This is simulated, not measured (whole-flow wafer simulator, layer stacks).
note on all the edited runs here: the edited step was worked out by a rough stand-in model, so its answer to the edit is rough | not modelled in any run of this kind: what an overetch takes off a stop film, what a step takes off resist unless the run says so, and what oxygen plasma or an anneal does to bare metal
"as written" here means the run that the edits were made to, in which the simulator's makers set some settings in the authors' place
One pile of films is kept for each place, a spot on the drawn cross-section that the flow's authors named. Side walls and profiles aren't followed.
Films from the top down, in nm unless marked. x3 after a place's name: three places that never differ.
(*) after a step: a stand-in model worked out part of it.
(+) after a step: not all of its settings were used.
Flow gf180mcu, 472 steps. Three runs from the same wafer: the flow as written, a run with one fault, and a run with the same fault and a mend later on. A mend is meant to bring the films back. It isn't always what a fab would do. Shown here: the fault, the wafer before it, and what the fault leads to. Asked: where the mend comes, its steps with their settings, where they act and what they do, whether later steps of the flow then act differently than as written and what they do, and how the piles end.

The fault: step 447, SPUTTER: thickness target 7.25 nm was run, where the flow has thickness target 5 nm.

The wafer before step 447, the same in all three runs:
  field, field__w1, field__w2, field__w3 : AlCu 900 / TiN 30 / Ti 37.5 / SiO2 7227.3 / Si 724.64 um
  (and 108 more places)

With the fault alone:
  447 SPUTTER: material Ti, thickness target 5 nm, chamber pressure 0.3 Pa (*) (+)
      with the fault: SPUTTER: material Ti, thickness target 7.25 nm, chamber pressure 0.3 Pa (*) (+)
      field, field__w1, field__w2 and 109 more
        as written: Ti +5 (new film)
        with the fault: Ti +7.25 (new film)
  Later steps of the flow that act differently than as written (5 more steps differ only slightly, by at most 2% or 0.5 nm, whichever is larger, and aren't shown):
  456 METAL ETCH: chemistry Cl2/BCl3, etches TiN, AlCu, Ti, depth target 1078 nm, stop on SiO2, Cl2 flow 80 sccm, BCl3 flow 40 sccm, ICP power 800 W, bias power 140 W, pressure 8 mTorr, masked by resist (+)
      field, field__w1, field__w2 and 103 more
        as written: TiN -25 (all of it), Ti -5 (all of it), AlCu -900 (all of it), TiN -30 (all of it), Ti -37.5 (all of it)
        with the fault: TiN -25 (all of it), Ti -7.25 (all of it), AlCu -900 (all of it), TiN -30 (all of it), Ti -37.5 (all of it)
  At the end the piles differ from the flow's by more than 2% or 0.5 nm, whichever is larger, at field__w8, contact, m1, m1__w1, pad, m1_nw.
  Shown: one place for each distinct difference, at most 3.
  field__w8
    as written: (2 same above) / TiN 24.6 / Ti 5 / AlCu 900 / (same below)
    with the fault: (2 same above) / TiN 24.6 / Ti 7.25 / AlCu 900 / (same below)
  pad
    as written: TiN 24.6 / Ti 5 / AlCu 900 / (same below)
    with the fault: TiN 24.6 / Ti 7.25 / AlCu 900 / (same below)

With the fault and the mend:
  The mend comes after step 447.
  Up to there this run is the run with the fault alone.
  447a METAL ETCH: chemistry Cl2/BCl3, etches TiN, AlCu, Ti, depth target 2.25 nm, Cl2 flow 80 sccm, BCl3 flow 40 sccm, ICP power 800 W, bias power 140 W, pressure 8 mTorr (the flow's step 260 once more, with other settings)
      field, field__w1, field__w2 and 109 more
        Ti -2.25
  No later step of the flow acts differently than as written at any place that is followed.
  At the end the piles are the same as the flow's at every place that both follow.
